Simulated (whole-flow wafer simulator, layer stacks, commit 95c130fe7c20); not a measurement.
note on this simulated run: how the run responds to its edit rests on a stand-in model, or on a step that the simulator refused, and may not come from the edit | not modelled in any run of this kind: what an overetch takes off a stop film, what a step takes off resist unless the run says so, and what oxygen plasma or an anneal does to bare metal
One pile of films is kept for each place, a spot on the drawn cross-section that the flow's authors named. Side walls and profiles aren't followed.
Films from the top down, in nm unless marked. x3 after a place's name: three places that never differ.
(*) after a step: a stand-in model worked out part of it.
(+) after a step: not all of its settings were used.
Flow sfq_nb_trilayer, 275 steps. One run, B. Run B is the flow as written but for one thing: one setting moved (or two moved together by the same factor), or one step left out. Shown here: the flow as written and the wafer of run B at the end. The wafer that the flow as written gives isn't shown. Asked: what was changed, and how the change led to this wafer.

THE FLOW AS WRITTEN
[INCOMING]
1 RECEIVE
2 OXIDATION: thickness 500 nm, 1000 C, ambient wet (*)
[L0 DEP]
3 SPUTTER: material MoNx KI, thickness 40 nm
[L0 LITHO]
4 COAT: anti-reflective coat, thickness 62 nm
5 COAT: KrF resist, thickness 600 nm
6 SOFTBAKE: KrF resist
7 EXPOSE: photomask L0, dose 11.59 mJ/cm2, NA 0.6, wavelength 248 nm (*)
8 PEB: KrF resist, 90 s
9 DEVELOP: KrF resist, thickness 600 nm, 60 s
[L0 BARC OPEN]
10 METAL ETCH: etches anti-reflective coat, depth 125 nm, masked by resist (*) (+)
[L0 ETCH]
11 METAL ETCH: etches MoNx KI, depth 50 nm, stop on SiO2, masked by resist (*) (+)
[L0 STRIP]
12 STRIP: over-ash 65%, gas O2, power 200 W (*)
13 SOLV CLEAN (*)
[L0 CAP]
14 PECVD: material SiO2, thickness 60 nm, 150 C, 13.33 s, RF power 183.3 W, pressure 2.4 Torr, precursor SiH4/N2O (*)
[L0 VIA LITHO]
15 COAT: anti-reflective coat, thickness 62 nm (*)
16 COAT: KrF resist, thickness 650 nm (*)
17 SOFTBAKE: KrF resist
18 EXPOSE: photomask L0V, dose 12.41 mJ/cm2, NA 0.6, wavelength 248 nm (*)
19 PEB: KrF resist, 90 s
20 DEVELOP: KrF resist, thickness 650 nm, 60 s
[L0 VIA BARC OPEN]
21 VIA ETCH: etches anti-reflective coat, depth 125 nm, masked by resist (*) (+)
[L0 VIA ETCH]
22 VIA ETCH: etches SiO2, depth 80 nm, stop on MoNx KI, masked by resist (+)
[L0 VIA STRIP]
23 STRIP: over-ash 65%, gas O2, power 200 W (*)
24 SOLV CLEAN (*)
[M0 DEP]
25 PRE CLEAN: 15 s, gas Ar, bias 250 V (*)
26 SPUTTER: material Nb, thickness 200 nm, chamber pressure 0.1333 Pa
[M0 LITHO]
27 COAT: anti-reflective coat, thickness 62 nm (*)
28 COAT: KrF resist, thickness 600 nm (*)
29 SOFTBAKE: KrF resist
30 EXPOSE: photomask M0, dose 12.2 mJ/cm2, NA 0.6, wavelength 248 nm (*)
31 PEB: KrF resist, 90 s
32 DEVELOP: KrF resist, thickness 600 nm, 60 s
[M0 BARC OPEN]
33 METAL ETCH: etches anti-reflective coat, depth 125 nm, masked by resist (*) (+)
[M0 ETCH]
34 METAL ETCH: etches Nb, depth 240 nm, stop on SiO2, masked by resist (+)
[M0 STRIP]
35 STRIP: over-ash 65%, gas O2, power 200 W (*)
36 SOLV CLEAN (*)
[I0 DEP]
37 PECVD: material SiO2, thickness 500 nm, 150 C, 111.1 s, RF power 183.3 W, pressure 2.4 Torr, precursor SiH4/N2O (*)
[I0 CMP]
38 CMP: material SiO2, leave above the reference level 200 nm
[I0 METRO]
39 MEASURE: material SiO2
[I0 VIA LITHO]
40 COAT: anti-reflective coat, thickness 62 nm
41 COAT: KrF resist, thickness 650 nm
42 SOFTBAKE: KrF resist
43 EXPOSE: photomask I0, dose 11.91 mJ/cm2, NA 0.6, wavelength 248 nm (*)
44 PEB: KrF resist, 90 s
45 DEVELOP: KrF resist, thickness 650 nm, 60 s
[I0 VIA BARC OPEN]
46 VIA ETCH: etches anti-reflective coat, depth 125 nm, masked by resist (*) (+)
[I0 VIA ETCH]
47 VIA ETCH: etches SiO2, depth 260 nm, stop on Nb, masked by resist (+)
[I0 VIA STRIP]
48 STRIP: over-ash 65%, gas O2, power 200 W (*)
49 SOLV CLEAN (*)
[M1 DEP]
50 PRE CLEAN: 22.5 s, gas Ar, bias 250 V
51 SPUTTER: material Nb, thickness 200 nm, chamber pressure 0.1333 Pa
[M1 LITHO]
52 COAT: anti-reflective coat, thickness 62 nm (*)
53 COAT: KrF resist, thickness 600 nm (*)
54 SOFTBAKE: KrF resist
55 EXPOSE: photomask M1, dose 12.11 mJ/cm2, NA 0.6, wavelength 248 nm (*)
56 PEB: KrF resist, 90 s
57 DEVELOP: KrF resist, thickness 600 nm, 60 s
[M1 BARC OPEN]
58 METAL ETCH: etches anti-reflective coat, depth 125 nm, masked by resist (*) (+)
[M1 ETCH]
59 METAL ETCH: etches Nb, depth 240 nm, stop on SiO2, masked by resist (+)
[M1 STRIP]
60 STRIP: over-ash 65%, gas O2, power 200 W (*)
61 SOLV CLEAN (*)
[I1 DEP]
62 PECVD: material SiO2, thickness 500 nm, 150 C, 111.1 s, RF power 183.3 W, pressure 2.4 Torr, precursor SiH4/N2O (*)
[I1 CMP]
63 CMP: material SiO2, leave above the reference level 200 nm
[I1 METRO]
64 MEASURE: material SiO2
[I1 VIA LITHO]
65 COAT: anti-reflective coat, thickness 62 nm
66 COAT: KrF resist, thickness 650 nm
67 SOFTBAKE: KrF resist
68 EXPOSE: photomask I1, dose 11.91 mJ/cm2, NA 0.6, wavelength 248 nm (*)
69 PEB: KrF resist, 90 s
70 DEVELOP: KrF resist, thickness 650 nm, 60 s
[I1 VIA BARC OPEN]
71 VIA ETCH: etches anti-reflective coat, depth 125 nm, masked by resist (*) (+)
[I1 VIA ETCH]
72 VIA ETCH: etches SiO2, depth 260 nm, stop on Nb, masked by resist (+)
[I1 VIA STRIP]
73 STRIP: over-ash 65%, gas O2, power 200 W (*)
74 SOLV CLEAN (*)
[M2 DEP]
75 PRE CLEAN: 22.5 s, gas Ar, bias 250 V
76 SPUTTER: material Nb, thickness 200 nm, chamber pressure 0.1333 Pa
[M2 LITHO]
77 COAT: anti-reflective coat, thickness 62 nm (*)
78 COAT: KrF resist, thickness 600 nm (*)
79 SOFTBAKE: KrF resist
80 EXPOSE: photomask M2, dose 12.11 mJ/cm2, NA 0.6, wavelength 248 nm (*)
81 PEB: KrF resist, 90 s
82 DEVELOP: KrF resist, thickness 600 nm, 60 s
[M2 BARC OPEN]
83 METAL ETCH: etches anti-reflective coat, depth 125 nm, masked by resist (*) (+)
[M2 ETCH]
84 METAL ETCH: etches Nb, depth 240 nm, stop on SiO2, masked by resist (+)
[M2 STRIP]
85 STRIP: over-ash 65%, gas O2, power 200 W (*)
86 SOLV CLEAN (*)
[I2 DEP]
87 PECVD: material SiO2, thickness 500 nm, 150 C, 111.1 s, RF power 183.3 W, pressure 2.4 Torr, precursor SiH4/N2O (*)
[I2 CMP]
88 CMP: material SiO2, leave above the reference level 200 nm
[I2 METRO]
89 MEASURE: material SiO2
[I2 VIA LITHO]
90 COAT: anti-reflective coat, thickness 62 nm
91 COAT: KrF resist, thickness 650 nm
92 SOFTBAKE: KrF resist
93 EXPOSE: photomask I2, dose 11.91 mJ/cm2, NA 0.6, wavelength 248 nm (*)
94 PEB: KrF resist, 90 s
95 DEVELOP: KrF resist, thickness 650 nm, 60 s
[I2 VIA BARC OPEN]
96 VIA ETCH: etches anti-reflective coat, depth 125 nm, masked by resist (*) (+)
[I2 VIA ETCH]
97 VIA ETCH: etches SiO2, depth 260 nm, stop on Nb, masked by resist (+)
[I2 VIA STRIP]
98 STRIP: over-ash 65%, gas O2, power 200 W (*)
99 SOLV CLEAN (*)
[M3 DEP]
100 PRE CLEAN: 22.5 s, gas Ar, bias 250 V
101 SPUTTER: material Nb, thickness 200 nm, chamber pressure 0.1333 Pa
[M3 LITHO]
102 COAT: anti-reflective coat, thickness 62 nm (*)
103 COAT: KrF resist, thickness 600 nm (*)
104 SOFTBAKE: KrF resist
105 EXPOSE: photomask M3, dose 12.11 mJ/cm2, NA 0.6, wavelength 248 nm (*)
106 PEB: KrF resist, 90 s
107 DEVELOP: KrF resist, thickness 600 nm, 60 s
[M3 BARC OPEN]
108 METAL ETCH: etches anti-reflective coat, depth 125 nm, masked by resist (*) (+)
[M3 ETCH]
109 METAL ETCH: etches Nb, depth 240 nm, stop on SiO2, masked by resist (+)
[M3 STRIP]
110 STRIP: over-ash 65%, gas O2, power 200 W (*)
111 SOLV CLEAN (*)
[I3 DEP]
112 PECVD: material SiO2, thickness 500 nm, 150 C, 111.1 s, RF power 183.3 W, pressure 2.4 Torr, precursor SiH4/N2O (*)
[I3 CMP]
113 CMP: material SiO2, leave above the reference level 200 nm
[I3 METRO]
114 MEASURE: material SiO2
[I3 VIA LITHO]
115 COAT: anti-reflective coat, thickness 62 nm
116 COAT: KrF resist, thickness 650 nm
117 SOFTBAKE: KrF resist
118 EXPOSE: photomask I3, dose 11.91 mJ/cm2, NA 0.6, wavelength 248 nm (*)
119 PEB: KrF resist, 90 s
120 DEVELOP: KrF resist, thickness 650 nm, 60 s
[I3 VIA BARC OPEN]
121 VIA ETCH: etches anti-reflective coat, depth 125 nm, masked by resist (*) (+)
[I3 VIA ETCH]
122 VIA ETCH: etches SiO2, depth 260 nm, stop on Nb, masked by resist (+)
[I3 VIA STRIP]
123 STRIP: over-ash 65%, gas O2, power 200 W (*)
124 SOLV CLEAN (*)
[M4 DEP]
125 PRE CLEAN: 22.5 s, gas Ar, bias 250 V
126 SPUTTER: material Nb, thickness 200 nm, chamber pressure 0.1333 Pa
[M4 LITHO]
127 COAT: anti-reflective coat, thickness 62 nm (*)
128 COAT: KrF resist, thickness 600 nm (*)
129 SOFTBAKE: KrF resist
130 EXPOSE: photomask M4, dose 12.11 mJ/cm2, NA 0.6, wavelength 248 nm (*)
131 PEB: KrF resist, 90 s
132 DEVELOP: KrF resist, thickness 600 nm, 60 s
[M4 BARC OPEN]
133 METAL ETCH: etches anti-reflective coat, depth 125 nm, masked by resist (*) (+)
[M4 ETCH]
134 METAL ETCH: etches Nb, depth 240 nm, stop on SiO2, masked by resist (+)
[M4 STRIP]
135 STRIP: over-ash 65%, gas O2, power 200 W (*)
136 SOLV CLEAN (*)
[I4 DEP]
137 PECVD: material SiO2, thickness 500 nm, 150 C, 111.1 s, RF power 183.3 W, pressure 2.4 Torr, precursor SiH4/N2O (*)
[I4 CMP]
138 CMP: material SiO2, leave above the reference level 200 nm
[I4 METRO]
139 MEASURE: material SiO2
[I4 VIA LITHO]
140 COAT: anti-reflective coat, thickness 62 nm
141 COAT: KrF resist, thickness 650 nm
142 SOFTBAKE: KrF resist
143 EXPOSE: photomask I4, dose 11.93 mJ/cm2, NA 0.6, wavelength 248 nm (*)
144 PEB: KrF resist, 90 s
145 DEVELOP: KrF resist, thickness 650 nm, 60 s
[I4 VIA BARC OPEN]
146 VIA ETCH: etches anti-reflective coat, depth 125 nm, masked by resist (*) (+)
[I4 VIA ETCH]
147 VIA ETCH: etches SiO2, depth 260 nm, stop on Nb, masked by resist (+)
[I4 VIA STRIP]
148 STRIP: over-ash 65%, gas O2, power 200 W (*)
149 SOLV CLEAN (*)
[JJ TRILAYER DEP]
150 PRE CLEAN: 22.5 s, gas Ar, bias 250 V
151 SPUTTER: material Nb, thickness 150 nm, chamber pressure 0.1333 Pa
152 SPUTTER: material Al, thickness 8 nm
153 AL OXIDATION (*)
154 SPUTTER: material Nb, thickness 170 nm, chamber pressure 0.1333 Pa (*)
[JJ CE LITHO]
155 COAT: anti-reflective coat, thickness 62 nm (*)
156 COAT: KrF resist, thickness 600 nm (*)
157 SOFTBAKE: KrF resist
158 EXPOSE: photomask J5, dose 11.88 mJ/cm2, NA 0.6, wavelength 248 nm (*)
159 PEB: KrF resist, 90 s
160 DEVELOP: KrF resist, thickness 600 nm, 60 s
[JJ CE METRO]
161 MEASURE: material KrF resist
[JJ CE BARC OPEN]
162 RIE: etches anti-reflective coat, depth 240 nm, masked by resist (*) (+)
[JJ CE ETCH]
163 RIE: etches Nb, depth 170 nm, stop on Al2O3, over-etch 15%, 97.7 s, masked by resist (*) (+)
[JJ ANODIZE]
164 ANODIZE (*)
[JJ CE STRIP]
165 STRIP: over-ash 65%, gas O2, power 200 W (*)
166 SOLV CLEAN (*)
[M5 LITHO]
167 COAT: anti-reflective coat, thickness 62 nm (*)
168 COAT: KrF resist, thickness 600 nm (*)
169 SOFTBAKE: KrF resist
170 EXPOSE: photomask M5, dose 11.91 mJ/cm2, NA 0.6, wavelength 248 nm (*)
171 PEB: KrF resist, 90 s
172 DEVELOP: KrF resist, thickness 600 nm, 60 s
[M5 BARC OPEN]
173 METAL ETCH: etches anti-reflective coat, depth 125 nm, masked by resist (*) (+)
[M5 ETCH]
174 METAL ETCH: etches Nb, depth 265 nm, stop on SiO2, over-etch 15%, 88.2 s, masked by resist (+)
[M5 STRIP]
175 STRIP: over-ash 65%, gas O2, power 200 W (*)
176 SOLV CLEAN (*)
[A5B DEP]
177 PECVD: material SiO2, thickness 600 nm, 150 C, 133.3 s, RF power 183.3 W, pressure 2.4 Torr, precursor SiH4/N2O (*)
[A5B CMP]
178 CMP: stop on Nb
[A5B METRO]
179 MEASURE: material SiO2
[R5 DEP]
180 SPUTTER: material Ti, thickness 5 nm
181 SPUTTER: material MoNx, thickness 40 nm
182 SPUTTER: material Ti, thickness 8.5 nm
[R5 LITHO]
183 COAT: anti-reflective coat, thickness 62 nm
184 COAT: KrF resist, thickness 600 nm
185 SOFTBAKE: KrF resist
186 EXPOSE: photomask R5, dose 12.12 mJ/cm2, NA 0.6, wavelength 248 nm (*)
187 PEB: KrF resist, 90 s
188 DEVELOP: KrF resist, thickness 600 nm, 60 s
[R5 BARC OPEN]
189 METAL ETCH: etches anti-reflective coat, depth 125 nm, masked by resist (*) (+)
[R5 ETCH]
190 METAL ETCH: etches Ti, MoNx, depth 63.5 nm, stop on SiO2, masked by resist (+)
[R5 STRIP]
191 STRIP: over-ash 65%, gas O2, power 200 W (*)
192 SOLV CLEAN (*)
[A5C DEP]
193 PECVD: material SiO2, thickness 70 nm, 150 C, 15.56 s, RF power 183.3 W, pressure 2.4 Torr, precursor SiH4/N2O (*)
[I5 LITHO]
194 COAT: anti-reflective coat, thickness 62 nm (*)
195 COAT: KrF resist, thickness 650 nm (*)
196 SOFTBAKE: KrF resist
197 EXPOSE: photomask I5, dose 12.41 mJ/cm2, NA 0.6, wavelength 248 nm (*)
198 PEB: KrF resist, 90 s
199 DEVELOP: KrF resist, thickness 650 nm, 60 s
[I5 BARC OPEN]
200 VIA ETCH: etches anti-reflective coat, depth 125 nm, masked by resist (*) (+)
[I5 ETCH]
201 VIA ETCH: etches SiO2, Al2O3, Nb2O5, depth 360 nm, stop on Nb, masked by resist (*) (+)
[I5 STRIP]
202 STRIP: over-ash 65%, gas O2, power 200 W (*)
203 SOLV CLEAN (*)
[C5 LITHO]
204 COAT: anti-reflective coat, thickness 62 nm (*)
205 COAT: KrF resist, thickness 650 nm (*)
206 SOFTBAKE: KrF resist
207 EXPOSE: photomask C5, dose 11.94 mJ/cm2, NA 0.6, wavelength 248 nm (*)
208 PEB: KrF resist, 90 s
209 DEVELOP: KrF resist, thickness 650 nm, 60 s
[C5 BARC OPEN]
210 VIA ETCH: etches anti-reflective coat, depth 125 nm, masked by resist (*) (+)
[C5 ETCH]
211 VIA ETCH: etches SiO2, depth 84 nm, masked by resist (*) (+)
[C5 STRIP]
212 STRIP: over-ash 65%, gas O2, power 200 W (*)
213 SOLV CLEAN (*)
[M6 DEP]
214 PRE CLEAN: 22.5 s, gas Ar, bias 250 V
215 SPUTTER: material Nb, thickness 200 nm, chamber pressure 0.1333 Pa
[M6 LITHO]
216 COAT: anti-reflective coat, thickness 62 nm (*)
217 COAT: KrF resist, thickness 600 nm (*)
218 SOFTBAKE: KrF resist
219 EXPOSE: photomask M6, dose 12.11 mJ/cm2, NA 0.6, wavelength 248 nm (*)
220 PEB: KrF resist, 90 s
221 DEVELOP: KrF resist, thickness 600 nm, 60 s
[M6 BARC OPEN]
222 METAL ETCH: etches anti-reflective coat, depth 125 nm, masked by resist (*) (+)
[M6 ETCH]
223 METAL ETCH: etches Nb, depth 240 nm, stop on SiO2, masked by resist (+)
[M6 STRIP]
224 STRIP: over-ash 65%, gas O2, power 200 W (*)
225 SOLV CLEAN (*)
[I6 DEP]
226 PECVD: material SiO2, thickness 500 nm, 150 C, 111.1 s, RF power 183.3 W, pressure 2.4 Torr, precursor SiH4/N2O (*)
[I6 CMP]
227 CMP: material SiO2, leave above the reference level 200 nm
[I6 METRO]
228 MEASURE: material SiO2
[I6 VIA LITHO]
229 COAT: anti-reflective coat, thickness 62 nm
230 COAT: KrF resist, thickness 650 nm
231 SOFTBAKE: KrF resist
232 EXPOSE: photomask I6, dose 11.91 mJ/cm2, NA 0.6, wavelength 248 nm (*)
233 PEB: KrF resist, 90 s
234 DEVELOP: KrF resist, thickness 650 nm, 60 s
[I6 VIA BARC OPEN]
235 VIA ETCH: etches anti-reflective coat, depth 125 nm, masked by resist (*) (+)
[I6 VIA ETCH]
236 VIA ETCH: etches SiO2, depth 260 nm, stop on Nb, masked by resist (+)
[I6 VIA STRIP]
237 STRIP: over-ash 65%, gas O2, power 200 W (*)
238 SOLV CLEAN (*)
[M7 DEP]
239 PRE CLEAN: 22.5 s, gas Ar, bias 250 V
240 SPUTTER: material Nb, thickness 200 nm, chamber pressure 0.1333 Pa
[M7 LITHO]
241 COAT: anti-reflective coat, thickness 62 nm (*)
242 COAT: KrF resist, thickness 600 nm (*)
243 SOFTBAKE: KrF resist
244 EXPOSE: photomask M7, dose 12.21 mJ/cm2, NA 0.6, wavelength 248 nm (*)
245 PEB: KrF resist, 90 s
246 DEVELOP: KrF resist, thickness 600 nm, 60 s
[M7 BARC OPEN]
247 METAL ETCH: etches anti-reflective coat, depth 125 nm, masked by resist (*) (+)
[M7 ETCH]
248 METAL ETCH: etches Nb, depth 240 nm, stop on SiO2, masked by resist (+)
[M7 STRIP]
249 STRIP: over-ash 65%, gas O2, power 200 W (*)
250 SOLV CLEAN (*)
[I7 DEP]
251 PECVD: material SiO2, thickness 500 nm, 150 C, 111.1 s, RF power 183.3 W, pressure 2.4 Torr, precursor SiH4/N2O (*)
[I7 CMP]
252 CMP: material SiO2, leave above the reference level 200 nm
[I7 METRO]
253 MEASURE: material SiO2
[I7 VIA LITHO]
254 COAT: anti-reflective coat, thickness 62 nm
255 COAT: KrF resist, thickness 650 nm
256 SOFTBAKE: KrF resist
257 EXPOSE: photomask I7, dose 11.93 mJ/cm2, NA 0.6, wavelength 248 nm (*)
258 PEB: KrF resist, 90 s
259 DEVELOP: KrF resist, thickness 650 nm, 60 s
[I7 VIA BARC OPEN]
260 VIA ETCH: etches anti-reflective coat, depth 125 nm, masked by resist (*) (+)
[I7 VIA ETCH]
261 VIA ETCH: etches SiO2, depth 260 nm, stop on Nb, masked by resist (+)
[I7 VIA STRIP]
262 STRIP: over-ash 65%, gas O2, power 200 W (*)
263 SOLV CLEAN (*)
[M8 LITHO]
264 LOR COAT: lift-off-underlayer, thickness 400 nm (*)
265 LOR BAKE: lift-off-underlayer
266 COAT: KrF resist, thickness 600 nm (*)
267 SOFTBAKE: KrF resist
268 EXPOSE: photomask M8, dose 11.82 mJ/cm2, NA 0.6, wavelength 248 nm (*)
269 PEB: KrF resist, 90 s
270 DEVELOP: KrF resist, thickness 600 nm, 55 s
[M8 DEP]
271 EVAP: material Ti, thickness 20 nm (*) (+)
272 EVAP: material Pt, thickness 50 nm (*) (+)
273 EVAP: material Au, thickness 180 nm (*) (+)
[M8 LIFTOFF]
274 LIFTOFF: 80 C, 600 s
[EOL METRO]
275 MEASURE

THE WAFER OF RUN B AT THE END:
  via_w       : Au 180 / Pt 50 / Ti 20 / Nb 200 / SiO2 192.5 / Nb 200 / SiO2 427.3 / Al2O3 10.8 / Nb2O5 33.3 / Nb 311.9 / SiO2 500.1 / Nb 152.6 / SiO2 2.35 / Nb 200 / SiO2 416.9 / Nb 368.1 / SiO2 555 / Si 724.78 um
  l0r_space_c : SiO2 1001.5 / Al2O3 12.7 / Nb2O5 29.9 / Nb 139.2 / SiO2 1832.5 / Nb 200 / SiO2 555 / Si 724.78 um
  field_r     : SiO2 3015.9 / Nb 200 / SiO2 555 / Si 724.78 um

The cause: step 88, CMP: leave above the reference level 270 nm was run, where the flow has leave above the reference level 200 nm.

How the change led to this, step by step:
  88 CMP: material SiO2, leave above the reference level 200 nm
      field_l, be, be_sur and 81 more: SiO2 -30 (as written it would be: SiO2 -100)
      v_sur, via_wl, via_w and 18 more: SiO2 -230 (as written it would be: SiO2 -300)
      (and at 1 more place)
  97 VIA ETCH: etches SiO2, depth 260 nm, stop on Nb, masked by resist (+)
      via_w: SiO2 -260 (as written it would be: SiO2 -199.8 (all of it))
  100 PRE CLEAN: 22.5 s, gas Ar, bias 250 V
      via_w: SiO2 -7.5 (as written it would be: Nb -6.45)
  101 SPUTTER: material Nb, thickness 200 nm, chamber pressure 0.1333 Pa
      via_w: Nb +152.6 (new film) (as written it would be: Nb +165.5)
  102 COAT: anti-reflective coat, thickness 62 nm (*)
      via_wl, via_wr: anti-reflective coat +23 (new film) (as written it would be: anti-reflective coat +34.2 (new film))
      v_sur: anti-reflective coat +55.7 (new film) (as written it would be: anti-reflective coat +61.1 (new film))
      (and at 2 more places)
  103 COAT: KrF resist, thickness 600 nm (*)
      via_w: KrF resist +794 (new film) (as written it would be: KrF resist +737.9 (new film))
  110 STRIP: over-ash 65%, gas O2, power 200 W (*)
      v_sur: KrF resist -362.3 (all of it), anti-reflective coat -55.7 (all of it) (as written it would be: KrF resist -365.3 (all of it), anti-reflective coat -61.1 (all of it))
      via_wl: KrF resist -383.9 (all of it), anti-reflective coat -23 (all of it) (as written it would be: KrF resist -384.2 (all of it), anti-reflective coat -34.2 (all of it))
      (and at 3 more places)
  112 PECVD: material SiO2, thickness 500 nm, 150 C, 111.1 s, RF power 183.3 W, pressure 2.4 Torr, precursor SiH4/N2O (*)
      via_w: SiO2 +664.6 (new film) (as written it would be: SiO2 +615 (new film))
  113 CMP: material SiO2, leave above the reference level 200 nm
      via_w: SiO2 -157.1 (as written it would be: SiO2 -181.6)
Counting metal films that touch as one body, via_w has 6 bodies (between them, from the top down: SiO2 192.5; SiO2 427.3 / Al2O3 10.8 / Nb2O5 33.3; SiO2 500.1; SiO2 2.35; SiO2 416.9); the flow as written gives 5 bodies (between them, from the top down: SiO2 192.5; SiO2 427.3 / Al2O3 10.8 / Nb2O5 33.3; SiO2 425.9; SiO2 416.9).
